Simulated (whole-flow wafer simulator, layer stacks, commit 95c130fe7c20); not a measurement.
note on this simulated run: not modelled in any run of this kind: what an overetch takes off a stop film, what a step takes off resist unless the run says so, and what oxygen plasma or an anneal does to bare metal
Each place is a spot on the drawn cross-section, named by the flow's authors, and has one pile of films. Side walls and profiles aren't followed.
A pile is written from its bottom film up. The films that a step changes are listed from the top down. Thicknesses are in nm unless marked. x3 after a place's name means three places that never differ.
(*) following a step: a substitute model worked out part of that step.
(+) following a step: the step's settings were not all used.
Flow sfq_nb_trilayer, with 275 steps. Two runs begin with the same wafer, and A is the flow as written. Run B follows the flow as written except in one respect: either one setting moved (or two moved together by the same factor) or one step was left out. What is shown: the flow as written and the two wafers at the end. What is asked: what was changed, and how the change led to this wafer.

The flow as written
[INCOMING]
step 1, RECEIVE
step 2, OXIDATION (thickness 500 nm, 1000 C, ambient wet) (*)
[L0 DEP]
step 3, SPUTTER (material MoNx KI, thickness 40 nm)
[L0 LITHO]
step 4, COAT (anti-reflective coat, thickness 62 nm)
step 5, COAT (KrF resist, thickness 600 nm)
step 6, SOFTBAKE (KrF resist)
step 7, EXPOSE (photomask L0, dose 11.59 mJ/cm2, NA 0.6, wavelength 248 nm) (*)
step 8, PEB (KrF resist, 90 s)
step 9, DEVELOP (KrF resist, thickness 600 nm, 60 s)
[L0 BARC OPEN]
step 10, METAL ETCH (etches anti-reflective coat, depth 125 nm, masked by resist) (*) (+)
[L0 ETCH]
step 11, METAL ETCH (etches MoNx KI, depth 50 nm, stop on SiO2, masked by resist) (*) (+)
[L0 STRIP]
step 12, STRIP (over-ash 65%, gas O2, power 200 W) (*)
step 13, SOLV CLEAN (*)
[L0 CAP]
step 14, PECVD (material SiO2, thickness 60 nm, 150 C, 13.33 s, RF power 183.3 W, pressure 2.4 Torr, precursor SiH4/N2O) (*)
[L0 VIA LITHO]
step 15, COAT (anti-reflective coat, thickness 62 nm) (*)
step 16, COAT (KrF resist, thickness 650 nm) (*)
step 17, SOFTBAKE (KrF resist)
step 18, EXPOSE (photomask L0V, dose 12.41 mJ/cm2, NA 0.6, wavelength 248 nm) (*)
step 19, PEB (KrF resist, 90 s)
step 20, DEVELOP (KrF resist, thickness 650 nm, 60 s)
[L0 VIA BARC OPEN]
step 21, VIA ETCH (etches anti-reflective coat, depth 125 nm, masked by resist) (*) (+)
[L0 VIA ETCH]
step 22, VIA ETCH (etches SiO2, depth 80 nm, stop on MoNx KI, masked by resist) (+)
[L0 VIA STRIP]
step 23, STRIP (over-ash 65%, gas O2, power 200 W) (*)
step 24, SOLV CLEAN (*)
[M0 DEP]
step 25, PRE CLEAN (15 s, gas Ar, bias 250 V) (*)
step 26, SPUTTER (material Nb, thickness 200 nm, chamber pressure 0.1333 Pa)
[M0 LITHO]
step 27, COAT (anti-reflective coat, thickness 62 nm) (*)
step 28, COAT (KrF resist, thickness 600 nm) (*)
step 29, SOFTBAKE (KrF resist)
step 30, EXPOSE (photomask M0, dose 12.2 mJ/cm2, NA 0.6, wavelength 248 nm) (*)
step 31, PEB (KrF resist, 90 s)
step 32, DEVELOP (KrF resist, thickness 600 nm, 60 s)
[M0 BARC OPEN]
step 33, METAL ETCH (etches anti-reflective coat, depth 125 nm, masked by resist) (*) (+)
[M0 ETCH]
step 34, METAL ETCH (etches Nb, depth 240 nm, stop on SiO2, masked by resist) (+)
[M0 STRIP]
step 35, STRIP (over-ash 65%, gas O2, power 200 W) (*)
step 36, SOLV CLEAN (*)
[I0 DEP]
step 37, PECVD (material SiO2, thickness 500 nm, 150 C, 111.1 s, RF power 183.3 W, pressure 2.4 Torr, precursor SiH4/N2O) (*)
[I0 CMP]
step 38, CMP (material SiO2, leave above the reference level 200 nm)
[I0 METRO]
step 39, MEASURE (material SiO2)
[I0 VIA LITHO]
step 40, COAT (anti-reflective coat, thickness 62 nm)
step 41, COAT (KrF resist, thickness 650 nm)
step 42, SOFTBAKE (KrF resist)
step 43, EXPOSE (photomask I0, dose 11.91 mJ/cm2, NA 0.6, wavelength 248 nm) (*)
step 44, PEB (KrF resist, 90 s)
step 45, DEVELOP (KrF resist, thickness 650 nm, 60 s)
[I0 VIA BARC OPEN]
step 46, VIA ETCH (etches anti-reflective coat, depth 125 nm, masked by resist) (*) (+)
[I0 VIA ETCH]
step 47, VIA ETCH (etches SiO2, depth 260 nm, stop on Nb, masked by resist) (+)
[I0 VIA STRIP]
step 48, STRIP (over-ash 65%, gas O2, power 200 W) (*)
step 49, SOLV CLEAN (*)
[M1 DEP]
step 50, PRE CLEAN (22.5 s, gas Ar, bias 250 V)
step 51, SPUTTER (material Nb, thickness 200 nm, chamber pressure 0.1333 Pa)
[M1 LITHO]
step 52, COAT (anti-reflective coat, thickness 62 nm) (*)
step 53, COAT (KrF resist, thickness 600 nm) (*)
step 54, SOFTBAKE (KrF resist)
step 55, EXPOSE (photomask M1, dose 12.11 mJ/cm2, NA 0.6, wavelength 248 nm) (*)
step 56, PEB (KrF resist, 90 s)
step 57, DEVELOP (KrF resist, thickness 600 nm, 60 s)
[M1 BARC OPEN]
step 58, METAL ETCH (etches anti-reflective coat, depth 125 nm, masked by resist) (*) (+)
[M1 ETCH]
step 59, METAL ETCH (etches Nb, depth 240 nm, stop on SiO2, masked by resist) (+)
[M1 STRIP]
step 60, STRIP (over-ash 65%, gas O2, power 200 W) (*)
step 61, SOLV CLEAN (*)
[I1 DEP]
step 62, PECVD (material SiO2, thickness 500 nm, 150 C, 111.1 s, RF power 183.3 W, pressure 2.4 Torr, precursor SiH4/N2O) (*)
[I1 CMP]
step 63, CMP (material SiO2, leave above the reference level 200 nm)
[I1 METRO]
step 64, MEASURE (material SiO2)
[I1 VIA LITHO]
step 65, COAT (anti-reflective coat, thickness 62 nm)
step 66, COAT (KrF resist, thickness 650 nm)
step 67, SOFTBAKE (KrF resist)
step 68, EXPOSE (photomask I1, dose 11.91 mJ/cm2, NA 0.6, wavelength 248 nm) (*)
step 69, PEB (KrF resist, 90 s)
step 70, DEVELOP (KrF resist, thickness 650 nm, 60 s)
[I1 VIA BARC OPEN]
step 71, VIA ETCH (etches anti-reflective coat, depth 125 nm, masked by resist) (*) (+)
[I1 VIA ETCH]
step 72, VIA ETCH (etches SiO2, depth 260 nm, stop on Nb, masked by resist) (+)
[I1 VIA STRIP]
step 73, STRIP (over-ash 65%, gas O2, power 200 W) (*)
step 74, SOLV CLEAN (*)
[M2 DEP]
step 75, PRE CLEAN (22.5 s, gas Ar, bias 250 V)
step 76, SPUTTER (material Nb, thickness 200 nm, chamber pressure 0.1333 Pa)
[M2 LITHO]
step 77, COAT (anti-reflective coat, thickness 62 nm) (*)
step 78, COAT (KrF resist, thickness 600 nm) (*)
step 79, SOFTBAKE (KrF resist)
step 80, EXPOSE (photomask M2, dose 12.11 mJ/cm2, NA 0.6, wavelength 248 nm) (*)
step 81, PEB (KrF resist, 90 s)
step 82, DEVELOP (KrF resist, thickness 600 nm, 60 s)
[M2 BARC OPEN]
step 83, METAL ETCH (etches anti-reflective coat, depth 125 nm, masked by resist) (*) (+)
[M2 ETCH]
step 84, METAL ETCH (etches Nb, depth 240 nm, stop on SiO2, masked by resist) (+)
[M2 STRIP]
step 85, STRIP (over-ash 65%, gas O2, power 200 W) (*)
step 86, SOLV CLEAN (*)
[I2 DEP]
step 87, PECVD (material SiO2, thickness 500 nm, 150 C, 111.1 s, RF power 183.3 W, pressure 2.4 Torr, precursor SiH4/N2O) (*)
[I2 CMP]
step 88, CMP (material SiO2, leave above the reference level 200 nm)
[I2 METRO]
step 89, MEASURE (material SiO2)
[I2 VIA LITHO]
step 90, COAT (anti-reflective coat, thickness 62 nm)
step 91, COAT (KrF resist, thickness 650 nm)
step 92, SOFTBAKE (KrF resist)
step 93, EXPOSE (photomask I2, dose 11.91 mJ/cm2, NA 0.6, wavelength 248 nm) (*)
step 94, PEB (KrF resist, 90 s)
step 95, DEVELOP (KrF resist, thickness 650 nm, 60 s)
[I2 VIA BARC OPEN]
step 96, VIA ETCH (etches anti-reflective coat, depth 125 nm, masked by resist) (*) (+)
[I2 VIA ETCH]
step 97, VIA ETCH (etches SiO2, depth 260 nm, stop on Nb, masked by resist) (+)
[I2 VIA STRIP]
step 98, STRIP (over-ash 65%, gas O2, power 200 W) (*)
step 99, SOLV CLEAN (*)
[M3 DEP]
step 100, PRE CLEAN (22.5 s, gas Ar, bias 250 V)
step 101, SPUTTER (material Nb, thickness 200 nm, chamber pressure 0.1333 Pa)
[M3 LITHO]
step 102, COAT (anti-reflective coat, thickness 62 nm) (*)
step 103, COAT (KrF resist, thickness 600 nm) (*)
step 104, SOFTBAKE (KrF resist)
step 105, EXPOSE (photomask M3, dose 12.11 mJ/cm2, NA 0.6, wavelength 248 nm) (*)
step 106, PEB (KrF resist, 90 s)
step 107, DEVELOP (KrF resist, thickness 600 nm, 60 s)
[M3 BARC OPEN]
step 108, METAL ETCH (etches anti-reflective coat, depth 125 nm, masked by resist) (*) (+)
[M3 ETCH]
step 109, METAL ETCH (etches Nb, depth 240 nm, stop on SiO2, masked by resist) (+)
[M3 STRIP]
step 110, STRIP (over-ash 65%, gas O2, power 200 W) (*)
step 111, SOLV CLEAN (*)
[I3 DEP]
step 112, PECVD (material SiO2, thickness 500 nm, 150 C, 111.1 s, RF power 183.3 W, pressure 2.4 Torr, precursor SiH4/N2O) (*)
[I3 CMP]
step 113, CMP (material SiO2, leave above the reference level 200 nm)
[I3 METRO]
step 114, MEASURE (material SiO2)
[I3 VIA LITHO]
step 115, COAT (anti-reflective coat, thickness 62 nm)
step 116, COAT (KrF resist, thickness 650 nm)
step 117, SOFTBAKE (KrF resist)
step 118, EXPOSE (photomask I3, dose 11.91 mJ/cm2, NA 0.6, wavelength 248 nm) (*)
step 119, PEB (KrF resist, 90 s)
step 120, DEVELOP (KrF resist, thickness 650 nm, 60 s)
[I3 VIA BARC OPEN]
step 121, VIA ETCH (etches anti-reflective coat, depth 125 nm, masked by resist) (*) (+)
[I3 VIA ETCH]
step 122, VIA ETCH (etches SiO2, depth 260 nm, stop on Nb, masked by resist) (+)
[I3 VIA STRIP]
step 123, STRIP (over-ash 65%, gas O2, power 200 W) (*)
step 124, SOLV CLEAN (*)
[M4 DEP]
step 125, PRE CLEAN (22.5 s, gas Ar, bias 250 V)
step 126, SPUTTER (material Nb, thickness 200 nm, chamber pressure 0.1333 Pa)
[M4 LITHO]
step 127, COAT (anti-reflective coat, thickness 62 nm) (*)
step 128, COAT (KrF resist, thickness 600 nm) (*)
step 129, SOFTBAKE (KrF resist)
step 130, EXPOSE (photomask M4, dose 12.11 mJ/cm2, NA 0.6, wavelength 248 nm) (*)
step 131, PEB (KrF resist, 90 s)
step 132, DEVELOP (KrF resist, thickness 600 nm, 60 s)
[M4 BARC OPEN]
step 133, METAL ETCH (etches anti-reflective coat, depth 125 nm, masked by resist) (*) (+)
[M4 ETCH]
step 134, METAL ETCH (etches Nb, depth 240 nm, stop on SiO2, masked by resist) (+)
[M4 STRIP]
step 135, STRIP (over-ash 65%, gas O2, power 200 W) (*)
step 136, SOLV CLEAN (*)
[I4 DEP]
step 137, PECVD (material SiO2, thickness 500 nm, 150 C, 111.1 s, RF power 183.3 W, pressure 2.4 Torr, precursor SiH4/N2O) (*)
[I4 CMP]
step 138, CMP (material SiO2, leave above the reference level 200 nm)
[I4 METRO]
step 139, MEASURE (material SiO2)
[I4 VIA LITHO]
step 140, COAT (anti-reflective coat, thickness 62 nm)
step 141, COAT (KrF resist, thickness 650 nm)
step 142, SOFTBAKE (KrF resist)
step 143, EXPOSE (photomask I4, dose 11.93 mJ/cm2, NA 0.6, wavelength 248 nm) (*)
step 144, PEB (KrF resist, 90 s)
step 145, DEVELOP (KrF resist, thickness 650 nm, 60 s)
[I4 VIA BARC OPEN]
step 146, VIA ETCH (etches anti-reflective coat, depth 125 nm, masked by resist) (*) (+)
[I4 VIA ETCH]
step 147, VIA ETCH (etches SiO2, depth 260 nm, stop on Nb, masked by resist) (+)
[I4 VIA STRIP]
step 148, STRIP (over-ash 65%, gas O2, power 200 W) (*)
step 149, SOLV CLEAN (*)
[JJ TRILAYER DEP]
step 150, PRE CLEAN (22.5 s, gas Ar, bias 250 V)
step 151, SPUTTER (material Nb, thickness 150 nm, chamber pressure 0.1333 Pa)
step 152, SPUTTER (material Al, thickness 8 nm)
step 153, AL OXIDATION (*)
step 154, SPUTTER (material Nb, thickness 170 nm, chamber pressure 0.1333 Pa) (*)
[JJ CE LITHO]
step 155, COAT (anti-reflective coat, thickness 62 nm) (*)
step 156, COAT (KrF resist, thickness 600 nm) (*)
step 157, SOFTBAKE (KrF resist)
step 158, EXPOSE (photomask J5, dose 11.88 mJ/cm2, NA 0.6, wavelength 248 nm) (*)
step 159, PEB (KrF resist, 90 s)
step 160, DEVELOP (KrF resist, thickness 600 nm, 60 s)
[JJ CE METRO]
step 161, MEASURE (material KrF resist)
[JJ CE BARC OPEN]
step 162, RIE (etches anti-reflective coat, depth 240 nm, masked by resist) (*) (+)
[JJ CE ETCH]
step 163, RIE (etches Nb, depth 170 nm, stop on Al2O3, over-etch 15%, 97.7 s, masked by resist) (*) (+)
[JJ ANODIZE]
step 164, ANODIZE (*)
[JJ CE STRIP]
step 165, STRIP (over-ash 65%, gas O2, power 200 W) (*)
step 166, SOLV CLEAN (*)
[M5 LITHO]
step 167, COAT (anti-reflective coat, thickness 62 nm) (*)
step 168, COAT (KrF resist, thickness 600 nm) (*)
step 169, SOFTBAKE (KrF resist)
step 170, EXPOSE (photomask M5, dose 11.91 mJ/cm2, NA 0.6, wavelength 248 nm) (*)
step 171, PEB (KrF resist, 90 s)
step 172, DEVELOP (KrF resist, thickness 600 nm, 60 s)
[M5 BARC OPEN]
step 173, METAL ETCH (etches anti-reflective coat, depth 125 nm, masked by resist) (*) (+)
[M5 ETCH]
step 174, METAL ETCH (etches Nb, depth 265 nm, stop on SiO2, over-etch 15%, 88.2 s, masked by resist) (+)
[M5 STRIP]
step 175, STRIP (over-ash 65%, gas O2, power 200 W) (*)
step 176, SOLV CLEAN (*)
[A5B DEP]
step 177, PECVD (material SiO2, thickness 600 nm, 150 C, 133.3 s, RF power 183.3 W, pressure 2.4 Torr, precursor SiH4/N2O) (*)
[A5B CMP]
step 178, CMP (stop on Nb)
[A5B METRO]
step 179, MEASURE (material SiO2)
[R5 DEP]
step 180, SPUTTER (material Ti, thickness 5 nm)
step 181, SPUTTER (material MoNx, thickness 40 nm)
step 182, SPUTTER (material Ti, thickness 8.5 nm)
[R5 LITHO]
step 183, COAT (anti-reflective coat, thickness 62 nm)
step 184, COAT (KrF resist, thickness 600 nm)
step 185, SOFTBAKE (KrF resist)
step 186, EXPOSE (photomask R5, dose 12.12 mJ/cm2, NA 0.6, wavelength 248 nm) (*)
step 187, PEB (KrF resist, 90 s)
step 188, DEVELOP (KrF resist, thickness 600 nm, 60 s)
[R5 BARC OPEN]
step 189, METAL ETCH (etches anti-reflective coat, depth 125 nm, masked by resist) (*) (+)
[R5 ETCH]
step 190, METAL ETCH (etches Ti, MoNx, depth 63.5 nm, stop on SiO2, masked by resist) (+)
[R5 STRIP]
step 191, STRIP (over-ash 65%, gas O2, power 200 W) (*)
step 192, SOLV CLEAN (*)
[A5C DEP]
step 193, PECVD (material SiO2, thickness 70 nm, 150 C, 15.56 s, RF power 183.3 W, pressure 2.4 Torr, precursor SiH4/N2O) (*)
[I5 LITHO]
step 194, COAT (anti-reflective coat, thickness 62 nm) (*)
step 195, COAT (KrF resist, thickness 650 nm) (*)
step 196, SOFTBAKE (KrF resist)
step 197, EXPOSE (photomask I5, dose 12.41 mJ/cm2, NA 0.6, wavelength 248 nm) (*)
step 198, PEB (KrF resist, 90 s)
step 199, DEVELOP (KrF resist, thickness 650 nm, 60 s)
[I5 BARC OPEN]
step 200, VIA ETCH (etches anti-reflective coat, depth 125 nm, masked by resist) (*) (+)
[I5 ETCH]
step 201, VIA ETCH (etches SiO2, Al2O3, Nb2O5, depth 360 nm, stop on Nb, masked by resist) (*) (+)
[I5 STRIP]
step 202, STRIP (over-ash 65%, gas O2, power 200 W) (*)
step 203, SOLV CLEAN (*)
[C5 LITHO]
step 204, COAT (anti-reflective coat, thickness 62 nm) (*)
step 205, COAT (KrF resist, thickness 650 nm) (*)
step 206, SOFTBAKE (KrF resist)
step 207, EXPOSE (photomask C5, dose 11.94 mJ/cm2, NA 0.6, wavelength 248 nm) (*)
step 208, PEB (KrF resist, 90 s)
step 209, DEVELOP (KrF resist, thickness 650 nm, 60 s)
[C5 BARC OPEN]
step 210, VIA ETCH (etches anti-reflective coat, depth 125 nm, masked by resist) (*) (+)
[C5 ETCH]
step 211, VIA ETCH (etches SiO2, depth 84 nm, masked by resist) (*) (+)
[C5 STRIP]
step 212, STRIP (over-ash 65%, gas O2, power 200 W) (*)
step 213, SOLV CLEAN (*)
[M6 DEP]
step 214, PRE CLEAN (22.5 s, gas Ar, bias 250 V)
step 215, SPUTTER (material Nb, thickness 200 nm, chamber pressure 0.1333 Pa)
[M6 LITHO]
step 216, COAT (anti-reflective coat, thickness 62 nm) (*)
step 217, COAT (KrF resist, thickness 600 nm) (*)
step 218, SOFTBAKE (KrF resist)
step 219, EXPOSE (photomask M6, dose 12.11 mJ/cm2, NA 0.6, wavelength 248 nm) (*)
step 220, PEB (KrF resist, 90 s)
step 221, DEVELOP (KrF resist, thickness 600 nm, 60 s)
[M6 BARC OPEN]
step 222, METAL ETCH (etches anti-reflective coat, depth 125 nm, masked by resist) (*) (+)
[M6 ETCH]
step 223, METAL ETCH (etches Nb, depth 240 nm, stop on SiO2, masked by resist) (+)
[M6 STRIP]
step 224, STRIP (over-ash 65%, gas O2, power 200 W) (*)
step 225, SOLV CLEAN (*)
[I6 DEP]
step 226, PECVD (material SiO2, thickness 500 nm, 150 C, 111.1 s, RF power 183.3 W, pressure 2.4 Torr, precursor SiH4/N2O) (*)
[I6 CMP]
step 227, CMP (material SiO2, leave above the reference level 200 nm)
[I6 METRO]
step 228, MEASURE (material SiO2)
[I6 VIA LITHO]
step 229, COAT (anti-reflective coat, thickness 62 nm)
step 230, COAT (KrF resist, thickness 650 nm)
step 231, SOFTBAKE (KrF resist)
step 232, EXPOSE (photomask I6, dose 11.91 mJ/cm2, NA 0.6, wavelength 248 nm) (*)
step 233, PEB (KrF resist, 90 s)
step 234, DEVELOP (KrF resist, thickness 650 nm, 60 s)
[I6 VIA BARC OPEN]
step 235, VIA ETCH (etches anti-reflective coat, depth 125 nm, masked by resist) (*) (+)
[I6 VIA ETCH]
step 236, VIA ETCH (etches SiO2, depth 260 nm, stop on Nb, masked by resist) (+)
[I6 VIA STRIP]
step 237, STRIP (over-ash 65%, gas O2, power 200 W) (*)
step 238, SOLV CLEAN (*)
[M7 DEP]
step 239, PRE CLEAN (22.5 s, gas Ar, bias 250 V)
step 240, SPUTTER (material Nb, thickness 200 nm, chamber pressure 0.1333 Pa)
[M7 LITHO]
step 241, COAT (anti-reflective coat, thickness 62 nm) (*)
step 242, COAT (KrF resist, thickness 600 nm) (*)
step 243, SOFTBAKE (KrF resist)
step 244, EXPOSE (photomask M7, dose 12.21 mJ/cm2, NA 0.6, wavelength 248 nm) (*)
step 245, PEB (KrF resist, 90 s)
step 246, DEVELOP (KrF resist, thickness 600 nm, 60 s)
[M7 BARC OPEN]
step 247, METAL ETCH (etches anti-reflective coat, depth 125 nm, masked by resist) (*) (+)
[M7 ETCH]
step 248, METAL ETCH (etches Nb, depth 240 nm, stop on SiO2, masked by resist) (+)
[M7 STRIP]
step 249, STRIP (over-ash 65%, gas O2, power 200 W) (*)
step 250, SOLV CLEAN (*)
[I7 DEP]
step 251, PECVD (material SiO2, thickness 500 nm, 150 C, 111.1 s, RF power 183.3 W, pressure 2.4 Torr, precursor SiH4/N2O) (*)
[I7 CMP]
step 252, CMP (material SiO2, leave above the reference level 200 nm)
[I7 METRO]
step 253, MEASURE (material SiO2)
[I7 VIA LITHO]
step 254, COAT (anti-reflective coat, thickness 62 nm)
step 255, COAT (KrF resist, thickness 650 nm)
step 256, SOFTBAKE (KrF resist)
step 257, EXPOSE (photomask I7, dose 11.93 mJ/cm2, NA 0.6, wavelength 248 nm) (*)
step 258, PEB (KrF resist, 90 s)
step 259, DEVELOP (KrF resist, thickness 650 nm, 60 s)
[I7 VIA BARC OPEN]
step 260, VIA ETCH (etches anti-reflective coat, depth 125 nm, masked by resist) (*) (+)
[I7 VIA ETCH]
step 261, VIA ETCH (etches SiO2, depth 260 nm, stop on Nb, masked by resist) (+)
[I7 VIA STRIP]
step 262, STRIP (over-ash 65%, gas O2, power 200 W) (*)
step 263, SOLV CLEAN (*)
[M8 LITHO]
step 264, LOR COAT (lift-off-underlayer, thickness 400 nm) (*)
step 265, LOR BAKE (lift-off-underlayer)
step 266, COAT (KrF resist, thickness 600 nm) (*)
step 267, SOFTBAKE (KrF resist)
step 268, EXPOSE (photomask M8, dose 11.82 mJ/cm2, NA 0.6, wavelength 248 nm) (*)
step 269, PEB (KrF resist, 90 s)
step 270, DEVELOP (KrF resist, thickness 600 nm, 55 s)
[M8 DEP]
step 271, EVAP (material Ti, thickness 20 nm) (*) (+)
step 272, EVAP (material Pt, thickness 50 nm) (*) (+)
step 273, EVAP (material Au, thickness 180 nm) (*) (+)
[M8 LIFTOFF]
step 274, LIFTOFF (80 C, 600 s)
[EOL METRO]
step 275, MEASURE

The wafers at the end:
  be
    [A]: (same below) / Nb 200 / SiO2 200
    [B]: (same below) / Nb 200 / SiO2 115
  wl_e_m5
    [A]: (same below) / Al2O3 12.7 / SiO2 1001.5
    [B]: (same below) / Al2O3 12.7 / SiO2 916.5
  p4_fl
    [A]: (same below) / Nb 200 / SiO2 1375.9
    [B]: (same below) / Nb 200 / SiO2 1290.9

The reason: step 252, CMP: leave above the reference level 115 nm was run, while the flow as written has leave above the reference level 200 nm.
The wafer lets one read it off: be has SiO2 115, and step 252 as written asks for 200 nm.

How this came from the change, step by step:
  step 252, CMP (material SiO2, leave above the reference level 200 nm)
      field_l, p4_fl, p4_fm and 56 more: A SiO2 loses 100 | B SiO2 loses 185
      v_sur, via_wl, via_w and 37 more: A SiO2 loses 300 | B SiO2 loses 385
      (as well as at 7 more places)
  step 261, VIA ETCH (etches SiO2, depth 260 nm, stop on Nb, masked by resist) (+)
      field_l, v_sur, via_sp and 100 more: A KrF resist loses 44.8 | B KrF resist loses 29.7
      via_wl, via_w, via_wr: A SiO2 loses 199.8 (all of it) | B SiO2 loses 114.8 (all of it)
  step 262, STRIP (over-ash 65%, gas O2, power 200 W) (*)
      field_l, v_sur, via_sp and 100 more: A KrF resist loses 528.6 (all of it), anti-reflective coat loses 62 (all of it) | B KrF resist loses 543.7 (all of it), anti-reflective coat loses 62 (all of it)
  step 264, LOR COAT (lift-off-underlayer, thickness 400 nm) (*)
      via_wl, via_wr: A lift-off-underlayer gains 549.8 (new film) | B lift-off-underlayer gains 486.1 (new film)
      v_sur: A lift-off-underlayer gains 369.4 (new film) | B lift-off-underlayer gains 382.4 (new film)
      (as well as at 2 more places)
  step 266, COAT (KrF resist, thickness 600 nm) (*)
      via_w: A KrF resist gains 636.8 (new film) | B KrF resist gains 621.1 (new film)
  step 270, DEVELOP (KrF resist, thickness 600 nm, 55 s)
      v_sur: A KrF resist loses 607.3 (all of it), lift-off-underlayer loses 369.4 (all of it) | B KrF resist loses 603.7 (all of it), lift-off-underlayer loses 382.4 (all of it)
      via_wl: A KrF resist loses 623.9 (all of it), lift-off-underlayer loses 549.8 (all of it) | B KrF resist loses 613.2 (all of it), lift-off-underlayer loses 486.1 (all of it)
      (as well as at 3 more places)
